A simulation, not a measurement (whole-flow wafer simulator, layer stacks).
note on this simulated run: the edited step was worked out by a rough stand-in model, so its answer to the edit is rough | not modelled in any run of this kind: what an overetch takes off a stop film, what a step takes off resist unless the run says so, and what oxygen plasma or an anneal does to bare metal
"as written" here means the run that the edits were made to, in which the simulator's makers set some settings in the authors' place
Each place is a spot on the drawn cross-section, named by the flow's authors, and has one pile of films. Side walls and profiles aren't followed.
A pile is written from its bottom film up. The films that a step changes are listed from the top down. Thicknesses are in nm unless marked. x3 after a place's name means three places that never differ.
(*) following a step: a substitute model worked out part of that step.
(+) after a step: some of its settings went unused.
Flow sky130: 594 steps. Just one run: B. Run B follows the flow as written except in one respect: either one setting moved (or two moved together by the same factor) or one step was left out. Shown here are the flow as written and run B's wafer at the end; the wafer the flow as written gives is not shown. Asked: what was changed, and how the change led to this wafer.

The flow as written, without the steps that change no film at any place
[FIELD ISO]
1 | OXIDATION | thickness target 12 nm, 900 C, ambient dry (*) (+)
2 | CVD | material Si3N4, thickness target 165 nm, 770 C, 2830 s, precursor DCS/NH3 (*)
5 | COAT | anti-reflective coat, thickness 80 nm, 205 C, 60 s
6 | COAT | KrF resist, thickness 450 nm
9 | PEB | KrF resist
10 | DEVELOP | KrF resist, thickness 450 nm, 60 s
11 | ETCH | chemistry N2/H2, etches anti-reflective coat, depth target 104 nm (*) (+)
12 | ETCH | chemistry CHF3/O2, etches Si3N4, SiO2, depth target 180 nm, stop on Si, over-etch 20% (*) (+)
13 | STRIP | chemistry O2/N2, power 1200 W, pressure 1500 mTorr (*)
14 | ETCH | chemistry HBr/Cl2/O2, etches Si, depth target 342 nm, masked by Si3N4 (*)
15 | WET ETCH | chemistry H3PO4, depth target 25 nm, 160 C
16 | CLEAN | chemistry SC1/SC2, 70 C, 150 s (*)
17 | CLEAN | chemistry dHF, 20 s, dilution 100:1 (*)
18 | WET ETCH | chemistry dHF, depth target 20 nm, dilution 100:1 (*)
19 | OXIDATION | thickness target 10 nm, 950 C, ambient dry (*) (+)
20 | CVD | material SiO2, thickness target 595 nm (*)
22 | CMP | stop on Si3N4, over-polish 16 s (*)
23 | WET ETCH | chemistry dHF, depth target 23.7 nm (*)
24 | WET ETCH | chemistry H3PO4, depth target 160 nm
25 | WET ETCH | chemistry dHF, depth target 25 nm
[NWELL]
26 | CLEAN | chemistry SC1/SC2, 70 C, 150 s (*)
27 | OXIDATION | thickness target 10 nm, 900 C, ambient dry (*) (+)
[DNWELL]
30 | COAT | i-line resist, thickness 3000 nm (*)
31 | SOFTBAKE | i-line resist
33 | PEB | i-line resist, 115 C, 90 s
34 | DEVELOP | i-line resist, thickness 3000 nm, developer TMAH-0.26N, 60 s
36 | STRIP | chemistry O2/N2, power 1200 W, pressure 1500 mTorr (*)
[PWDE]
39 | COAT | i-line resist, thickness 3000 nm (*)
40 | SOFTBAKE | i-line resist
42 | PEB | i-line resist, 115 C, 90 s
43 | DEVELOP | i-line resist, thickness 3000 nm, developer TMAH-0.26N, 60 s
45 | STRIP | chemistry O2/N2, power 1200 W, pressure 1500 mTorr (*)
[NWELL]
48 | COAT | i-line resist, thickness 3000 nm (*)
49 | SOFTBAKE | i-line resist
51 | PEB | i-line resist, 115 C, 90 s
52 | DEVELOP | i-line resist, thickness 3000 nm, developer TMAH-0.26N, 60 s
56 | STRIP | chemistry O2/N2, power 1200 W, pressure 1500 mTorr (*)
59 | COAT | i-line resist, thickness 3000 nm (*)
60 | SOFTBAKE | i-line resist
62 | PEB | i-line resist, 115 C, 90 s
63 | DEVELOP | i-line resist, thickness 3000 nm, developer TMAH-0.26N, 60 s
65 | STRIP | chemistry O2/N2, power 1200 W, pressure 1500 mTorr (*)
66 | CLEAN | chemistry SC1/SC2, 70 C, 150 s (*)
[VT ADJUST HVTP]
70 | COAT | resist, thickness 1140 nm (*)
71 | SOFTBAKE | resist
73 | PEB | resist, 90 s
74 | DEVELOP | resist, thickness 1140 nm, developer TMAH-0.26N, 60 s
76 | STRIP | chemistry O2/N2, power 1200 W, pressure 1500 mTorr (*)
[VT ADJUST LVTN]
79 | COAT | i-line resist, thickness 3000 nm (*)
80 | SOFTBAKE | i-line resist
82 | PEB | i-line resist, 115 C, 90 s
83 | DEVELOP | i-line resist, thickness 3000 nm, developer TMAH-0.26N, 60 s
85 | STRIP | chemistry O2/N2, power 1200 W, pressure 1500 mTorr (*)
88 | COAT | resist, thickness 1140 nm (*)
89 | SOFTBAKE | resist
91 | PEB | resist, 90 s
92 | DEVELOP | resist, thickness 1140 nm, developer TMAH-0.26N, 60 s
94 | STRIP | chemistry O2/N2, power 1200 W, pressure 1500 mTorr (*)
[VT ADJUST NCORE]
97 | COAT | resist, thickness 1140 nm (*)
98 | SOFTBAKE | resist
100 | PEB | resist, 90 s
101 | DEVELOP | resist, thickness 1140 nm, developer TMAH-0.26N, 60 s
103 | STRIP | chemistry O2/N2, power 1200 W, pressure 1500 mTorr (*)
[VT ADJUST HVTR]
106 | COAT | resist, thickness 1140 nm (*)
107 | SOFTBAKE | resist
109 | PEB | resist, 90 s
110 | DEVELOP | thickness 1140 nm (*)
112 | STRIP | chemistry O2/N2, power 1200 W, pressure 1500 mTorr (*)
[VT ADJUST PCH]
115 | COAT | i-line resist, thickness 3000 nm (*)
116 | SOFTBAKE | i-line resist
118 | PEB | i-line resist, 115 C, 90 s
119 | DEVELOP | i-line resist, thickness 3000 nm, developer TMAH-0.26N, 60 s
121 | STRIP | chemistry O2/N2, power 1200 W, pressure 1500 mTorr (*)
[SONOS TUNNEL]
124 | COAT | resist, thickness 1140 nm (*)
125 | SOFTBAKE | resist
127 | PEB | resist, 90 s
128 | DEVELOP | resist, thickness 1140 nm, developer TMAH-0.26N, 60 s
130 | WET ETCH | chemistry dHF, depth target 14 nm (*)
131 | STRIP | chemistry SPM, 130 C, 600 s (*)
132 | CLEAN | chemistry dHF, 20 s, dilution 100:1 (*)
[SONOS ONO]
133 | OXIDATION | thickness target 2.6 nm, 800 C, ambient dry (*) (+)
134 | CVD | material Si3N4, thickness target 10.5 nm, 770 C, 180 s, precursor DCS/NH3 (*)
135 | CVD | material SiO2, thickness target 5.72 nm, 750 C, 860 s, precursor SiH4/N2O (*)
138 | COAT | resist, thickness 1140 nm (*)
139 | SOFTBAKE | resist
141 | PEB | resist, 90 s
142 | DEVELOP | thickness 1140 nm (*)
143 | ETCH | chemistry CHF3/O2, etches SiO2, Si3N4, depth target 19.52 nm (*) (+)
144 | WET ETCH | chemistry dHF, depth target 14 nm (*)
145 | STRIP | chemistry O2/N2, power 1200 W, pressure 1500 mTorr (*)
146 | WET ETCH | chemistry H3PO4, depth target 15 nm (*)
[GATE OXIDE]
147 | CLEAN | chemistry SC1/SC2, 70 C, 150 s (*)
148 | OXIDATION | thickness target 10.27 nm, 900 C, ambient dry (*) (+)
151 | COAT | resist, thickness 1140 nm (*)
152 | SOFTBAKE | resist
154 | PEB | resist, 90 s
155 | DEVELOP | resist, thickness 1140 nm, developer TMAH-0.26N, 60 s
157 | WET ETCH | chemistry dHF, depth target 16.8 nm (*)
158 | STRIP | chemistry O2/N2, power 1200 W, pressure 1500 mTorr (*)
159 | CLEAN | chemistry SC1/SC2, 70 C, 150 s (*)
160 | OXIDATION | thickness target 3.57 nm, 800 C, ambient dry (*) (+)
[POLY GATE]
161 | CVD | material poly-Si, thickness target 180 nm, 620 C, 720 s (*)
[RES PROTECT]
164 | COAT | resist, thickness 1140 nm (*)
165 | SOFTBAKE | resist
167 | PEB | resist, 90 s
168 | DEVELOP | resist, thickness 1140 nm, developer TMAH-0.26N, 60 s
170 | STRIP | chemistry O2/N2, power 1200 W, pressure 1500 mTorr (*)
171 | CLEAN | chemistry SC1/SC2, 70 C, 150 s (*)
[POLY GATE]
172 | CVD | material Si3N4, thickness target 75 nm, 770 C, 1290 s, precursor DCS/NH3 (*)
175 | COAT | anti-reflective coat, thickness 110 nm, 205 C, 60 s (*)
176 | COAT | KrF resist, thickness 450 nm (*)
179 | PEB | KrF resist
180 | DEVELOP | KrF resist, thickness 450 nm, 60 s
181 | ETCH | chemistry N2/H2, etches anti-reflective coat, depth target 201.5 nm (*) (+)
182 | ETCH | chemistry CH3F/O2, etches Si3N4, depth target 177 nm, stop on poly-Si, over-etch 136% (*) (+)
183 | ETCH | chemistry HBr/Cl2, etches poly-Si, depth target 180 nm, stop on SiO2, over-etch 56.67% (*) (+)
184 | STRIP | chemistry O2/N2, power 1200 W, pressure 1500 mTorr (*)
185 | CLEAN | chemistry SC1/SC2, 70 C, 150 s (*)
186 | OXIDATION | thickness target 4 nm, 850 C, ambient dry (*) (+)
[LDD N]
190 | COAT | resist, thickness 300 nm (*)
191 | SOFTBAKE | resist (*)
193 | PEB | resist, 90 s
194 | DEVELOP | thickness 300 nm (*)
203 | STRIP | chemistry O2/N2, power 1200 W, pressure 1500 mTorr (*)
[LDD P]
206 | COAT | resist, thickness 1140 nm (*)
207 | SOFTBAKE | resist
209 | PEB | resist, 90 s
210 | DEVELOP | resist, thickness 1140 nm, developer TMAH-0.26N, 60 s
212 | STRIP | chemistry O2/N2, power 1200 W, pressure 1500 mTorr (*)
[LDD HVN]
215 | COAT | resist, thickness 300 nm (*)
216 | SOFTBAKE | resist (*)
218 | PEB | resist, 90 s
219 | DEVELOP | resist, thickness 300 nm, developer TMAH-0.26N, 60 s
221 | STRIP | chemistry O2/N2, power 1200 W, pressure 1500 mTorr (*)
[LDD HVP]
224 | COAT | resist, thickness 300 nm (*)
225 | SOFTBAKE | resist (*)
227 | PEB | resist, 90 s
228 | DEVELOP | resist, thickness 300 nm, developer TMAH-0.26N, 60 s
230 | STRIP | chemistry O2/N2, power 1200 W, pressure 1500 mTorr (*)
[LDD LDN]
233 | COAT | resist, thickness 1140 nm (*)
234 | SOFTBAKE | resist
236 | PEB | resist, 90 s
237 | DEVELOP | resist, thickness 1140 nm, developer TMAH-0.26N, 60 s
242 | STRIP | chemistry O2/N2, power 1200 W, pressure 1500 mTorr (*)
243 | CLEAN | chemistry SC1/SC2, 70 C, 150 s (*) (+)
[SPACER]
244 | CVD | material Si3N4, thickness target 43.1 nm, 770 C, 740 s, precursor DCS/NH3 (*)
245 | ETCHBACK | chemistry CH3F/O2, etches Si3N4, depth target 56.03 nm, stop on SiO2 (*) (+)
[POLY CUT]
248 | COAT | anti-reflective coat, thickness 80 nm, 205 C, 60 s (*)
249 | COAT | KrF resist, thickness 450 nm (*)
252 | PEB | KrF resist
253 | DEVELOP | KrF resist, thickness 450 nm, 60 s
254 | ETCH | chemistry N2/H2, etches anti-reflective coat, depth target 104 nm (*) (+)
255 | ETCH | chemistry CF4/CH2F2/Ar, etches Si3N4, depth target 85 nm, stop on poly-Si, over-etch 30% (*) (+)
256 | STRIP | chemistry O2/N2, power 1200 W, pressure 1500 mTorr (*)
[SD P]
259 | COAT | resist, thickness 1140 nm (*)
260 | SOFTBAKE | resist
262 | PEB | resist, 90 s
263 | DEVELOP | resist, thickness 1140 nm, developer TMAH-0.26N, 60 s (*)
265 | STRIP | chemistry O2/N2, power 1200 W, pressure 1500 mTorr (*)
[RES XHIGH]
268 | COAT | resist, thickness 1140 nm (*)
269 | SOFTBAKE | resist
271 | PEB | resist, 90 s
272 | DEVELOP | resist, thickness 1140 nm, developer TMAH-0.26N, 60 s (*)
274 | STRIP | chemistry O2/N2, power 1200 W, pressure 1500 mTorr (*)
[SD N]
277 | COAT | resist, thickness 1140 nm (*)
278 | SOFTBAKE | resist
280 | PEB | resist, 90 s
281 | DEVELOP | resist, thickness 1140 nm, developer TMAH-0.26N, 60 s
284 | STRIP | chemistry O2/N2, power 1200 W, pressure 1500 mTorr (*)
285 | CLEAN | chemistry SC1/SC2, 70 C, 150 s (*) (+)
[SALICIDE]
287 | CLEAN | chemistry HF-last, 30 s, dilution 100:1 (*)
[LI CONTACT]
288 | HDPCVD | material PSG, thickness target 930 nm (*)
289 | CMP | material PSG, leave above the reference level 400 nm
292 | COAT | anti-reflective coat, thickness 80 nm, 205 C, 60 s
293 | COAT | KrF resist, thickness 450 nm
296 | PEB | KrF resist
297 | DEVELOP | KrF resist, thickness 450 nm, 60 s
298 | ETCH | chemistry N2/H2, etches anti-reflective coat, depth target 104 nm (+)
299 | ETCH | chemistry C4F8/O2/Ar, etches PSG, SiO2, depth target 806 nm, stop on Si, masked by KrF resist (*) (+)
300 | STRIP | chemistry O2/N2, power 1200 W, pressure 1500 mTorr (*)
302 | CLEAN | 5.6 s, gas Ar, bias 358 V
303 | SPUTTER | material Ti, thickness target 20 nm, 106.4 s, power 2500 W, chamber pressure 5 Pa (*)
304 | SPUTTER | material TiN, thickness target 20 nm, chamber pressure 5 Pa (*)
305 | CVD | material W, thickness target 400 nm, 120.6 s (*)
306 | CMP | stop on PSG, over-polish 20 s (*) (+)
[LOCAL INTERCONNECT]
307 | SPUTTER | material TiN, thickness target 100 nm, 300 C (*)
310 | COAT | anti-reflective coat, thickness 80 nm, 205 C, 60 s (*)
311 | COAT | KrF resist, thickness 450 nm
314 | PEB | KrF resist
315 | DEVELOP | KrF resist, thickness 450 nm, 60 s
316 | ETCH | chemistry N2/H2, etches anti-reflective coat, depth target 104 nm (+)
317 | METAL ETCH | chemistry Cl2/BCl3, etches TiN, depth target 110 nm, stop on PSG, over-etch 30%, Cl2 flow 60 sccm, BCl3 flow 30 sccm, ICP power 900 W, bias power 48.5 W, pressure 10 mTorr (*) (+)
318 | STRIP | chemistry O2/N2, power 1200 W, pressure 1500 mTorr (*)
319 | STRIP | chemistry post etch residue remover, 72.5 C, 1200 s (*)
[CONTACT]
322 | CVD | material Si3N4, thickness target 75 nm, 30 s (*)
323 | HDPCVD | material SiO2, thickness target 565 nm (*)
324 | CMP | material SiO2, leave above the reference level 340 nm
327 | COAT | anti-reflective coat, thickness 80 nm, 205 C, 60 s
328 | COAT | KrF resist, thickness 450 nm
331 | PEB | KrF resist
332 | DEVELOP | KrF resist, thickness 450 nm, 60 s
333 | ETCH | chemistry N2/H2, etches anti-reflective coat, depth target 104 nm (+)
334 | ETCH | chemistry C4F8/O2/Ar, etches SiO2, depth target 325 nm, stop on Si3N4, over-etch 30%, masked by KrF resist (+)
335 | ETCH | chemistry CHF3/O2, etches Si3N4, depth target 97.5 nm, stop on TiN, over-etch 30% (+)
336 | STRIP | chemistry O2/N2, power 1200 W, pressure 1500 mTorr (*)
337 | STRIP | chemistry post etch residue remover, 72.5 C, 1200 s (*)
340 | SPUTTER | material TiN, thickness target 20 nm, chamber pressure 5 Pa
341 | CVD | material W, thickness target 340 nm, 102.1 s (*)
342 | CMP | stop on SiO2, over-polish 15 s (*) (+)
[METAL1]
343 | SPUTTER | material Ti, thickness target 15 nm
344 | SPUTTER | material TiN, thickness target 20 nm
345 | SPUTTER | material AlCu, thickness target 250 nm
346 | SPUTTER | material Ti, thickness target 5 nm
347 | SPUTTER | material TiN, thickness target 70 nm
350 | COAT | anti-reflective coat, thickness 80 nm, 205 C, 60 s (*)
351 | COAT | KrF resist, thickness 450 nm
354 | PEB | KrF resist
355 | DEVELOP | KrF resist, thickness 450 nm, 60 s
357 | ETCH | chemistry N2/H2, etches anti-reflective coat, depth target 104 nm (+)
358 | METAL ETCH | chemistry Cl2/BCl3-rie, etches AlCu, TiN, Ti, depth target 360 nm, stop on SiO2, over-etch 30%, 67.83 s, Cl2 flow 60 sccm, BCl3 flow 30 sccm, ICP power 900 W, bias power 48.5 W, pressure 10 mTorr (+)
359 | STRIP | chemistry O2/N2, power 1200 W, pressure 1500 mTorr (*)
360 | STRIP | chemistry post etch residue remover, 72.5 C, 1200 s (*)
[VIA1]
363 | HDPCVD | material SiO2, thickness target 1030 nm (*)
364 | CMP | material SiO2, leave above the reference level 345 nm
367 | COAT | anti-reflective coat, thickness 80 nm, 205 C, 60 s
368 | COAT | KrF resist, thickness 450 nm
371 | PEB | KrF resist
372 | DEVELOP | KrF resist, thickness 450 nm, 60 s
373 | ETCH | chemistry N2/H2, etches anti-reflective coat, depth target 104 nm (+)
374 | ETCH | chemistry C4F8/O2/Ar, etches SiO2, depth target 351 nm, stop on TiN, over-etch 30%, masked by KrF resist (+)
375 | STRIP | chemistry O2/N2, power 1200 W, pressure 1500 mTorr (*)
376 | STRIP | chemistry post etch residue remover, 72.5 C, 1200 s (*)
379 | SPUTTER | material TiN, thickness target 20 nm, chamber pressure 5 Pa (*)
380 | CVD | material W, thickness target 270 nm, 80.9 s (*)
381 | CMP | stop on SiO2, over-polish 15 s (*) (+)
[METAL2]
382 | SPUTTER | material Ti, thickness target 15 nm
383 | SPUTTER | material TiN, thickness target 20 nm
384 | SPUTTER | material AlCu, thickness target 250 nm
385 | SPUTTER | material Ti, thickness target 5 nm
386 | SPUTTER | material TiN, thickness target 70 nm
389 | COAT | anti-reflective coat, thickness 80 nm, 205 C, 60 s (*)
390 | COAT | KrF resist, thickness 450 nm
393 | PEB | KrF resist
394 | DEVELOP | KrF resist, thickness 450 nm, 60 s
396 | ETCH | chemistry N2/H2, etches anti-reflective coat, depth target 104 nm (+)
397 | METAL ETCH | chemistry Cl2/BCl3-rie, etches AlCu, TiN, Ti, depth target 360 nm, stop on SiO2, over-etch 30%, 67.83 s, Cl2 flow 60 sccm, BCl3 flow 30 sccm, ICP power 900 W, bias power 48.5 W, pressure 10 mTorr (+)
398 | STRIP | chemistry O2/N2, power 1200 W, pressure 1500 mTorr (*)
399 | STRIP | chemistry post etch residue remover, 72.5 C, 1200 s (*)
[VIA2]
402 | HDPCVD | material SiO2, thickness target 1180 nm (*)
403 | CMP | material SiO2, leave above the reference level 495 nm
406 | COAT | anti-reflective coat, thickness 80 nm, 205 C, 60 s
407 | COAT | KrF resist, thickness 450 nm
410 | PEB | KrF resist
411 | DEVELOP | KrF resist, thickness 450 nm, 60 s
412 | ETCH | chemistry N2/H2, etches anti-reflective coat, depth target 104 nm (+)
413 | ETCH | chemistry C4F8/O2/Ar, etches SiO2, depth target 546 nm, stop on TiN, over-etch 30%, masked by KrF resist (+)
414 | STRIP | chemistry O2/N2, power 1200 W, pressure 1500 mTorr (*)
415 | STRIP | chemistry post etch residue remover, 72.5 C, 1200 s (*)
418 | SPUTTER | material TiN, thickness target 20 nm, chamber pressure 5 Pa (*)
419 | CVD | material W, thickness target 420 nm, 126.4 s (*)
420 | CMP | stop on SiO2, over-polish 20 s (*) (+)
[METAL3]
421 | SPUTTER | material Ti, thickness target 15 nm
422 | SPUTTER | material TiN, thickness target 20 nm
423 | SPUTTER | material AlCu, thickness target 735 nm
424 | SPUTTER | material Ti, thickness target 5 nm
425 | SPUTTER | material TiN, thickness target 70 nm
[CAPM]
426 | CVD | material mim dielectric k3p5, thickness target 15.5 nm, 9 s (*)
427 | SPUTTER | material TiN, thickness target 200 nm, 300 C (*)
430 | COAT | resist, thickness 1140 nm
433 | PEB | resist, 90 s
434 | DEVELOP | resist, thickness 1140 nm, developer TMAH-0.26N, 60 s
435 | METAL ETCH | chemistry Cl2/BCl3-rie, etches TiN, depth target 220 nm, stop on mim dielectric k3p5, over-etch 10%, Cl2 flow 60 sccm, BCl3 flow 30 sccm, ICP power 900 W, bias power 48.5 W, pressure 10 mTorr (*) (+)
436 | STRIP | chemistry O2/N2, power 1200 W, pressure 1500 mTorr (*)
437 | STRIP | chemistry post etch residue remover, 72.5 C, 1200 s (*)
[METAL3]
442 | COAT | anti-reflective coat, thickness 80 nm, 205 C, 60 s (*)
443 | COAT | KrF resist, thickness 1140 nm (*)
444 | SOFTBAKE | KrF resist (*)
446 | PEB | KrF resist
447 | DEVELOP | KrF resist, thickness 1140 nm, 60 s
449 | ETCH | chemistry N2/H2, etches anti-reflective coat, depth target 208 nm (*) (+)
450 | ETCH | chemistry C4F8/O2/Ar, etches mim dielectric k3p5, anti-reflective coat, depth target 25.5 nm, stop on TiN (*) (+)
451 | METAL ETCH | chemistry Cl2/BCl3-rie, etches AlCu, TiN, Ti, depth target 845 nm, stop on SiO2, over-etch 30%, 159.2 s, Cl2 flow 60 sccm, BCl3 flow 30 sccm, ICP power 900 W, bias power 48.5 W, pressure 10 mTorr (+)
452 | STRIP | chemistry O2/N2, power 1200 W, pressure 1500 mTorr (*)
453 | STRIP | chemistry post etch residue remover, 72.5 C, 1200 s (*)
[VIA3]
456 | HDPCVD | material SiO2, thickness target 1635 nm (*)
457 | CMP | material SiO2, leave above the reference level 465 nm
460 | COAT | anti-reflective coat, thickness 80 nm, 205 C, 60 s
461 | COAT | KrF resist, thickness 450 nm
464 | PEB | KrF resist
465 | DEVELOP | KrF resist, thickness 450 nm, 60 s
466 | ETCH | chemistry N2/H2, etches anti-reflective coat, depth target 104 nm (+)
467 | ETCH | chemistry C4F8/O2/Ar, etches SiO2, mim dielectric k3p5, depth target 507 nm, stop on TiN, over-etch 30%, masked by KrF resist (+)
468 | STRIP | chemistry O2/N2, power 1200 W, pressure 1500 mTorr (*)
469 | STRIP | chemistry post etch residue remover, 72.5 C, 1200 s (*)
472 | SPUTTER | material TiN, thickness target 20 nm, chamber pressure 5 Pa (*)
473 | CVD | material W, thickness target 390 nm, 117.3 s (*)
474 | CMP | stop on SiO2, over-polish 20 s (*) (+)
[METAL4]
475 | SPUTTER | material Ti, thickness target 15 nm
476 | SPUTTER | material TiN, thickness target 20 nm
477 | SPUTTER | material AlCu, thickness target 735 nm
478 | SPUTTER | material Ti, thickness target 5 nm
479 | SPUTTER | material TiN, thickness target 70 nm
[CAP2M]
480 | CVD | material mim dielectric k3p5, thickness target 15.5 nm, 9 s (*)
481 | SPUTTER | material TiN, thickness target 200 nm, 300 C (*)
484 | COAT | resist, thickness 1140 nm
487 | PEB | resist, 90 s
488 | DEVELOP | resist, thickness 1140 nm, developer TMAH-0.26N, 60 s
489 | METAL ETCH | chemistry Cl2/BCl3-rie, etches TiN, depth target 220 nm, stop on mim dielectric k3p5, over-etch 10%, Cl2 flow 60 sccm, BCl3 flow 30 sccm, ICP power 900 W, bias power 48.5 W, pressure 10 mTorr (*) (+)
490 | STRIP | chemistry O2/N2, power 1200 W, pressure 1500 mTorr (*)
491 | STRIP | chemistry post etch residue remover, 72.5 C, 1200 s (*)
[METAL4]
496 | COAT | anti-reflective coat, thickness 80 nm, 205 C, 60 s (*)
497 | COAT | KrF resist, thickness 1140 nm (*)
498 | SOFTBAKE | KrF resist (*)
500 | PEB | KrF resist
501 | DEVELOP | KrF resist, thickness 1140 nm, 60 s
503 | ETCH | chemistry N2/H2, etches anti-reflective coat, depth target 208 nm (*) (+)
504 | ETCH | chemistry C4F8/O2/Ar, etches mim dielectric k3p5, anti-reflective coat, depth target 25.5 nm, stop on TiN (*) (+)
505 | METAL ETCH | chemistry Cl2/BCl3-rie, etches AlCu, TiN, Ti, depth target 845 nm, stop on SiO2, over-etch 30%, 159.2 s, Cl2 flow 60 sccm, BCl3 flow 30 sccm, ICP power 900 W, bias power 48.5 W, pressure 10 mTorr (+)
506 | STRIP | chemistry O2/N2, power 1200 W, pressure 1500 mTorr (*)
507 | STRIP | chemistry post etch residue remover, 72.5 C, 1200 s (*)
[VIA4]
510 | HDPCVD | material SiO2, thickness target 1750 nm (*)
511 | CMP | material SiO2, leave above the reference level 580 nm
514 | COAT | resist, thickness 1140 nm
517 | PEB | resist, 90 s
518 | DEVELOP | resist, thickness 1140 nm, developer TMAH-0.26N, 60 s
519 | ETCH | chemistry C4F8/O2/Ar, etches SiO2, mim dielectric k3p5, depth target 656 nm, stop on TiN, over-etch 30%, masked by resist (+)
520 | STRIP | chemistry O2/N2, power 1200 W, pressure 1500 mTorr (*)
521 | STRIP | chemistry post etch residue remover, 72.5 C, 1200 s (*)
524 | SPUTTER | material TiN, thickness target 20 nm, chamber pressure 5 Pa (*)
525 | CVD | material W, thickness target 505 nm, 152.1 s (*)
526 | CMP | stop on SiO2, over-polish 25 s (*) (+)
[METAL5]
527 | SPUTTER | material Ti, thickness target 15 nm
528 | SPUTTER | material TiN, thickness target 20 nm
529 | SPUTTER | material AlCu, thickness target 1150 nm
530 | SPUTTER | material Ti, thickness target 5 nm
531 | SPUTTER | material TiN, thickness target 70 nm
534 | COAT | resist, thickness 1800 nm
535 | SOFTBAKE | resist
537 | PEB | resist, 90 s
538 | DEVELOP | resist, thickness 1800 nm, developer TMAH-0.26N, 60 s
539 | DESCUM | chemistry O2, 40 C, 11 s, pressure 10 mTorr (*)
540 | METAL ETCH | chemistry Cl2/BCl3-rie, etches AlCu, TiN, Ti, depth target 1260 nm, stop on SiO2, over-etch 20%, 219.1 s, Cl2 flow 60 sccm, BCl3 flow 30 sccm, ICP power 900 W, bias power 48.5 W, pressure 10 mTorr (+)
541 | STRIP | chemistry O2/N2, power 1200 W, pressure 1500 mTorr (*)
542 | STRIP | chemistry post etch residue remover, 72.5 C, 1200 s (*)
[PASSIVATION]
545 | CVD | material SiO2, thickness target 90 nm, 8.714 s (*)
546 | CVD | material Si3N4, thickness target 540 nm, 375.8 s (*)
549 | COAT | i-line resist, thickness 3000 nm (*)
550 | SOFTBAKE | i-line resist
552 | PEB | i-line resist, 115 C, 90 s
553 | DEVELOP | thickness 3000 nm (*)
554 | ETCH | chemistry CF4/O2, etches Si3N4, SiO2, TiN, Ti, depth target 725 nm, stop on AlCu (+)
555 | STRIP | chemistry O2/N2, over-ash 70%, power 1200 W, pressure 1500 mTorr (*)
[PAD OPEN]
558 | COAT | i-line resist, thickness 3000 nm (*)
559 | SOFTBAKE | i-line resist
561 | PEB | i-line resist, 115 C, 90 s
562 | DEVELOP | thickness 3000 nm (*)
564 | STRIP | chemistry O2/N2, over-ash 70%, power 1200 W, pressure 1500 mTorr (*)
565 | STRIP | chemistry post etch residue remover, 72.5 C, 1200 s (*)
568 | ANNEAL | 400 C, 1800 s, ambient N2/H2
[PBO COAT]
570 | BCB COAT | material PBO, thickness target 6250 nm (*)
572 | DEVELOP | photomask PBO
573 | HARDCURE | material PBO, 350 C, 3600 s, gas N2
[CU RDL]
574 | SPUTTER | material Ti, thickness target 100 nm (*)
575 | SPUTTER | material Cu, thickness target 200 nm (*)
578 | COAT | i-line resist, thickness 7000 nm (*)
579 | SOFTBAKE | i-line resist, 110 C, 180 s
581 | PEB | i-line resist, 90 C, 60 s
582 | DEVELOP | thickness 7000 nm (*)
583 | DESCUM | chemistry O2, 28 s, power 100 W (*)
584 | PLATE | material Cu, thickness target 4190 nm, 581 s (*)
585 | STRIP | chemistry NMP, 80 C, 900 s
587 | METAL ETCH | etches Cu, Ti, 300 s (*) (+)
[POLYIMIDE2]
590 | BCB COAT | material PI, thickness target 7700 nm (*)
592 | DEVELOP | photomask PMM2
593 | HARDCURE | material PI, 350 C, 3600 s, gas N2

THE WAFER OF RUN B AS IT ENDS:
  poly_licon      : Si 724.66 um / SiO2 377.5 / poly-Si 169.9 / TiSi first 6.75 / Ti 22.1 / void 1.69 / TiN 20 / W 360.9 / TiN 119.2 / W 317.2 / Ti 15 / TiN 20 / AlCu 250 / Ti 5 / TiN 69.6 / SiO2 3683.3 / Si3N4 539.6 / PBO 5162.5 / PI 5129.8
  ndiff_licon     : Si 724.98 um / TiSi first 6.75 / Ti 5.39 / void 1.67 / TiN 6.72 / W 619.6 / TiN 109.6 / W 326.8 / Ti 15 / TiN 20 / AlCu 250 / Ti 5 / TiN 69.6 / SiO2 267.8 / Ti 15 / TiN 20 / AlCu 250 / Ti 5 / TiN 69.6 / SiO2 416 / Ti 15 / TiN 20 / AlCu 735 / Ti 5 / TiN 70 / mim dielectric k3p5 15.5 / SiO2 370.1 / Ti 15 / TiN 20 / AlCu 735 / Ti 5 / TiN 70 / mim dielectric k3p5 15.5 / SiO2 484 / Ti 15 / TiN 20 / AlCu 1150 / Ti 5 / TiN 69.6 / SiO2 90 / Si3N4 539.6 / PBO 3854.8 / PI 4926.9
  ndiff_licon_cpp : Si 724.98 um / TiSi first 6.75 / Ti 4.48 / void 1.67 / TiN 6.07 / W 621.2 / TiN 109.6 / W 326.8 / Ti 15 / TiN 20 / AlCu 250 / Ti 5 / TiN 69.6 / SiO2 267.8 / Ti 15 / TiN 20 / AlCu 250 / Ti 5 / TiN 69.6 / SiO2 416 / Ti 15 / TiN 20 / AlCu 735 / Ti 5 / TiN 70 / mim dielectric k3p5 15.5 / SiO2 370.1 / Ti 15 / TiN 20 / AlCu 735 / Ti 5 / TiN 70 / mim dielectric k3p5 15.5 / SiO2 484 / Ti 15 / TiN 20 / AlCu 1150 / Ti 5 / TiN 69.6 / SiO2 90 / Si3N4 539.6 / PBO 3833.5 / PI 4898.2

The reason: step 303, SPUTTER: thickness target 26 nm was run, whereas the flow has thickness target 20 nm.

The path from the change to this, step by step:
  303 | SPUTTER | material Ti, thickness target 20 nm, 106.4 s, power 2500 W, chamber pressure 5 Pa (*)
      field, active, n_well and 185 more: +26 Ti (new film) (as written it would have been: +20 Ti (new film))
      ndiff_licon: +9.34 Ti (new film) (as written it would have been: +7.24 Ti (new film))
      (as well as at 2 more places)
  306 | CMP | stop on PSG, over-polish 20 s (*) (+)
      field, active, n_well and 184 more: -400 W (all of it), -20 TiN (all of it), -26 Ti (all of it), -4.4 PSG (as written it would have been: -400 W (all of it), -20 TiN (all of it), -20 Ti (all of it), -4.4 PSG)
      poly_licon: -39.1 W (as written it would have been: -33.1 W)
